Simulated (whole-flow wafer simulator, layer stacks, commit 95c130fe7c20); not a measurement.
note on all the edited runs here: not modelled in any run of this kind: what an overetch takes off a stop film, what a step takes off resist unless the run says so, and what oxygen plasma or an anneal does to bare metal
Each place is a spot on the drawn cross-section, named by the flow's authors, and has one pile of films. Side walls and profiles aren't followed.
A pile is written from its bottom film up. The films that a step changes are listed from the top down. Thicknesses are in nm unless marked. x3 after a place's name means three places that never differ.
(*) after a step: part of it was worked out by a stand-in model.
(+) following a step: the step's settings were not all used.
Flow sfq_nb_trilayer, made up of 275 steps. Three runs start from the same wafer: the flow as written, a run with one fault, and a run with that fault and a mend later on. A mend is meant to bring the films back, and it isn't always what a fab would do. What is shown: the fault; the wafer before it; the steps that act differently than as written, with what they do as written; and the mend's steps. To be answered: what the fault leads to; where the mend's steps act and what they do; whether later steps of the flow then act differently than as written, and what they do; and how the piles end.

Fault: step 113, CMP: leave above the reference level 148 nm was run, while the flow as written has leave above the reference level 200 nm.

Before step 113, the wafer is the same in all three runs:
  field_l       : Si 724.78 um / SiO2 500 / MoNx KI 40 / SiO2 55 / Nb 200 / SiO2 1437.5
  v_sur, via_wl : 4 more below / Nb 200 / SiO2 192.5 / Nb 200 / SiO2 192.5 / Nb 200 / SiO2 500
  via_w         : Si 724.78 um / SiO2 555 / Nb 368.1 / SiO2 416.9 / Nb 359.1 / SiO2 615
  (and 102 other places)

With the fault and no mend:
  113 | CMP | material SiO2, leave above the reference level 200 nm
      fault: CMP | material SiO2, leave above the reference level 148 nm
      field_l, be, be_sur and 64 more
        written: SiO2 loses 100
        fault: SiO2 loses 152
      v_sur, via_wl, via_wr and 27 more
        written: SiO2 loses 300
        fault: SiO2 loses 352
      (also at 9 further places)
  Steps later in the flow that act otherwise than as written (4 more steps, not shown, differ only slightly: by at most 2% or 0.5 nm, whichever is larger):
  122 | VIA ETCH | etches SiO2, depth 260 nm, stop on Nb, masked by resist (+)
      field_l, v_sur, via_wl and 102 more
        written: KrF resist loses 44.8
        fault: KrF resist loses 38.2
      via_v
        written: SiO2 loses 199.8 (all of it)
        fault: SiO2 loses 147.8 (all of it)
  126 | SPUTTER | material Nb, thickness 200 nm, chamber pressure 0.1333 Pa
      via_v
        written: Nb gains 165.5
        fault: Nb gains 176.9
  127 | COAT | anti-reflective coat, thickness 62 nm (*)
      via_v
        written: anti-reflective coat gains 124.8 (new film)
        fault: anti-reflective coat gains 112.2 (new film)
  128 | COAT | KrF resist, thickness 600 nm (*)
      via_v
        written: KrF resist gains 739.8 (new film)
        fault: KrF resist gains 697.3 (new film)
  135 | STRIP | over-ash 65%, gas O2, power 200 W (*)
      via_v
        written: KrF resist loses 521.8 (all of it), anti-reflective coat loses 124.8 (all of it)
        fault: KrF resist loses 479.4 (all of it), anti-reflective coat loses 112.2 (all of it)
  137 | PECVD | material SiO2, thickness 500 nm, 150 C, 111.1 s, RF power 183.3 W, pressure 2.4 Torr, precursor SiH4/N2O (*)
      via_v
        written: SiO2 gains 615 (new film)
        fault: SiO2 gains 527.1 (new film)
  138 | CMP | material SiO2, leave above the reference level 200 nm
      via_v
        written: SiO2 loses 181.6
        fault: SiO2 loses 157.1
  By the end, the piles at v_sur, via_wl, via_w and 86 more depart from the flow's by more than 2% or 0.5 nm, whichever is larger.
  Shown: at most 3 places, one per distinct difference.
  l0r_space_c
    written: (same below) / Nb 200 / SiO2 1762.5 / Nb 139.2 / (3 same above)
    fault: (same below) / Nb 200 / SiO2 1710.5 / Nb 139.2 / (3 same above)
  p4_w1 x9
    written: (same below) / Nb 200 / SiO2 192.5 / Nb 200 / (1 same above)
    fault: (same below) / Nb 200 / SiO2 140.5 / Nb 200 / (1 same above)
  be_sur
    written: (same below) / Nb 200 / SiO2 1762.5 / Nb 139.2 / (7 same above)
    fault: (same below) / Nb 200 / SiO2 1710.5 / Nb 139.2 / (7 same above)

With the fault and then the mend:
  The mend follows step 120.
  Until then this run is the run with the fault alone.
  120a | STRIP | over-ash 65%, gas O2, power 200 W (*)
      field_l, v_sur, via_wl and 102 more
        KrF resist loses 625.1 (all of it), anti-reflective coat loses 62 (all of it)
      via_v
        anti-reflective coat loses 62 (all of it)
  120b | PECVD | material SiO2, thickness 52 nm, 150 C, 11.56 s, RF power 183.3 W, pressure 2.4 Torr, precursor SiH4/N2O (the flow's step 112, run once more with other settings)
      field_l, v_sur, via_wl and 103 more
        SiO2 gains 52
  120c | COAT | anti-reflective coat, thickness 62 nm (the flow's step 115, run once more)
      field_l, v_sur, via_wl and 103 more
        anti-reflective coat gains 62 (new film)
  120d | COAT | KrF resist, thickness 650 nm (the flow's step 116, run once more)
      field_l, v_sur, via_wl and 103 more
        KrF resist gains 650 (new film)
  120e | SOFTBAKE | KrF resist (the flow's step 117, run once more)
      alters no film at any place that is followed
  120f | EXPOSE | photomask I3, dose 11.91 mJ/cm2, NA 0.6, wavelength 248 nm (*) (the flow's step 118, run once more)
      alters no film at any place that is followed
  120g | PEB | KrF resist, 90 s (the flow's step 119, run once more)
      field_l, v_sur, via_wl and 103 more
        KrF resist loses 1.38
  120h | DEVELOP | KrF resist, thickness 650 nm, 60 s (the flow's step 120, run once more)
      field_l, v_sur, via_wl and 102 more
        KrF resist loses 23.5
      via_v
        KrF resist loses 648.6 (all of it)
  Every later step of the flow that is run acts as written, at every place that is followed, to within 2% or 0.5 nm, whichever is larger.
  The piles end the same as the flow's at every place that both follow.
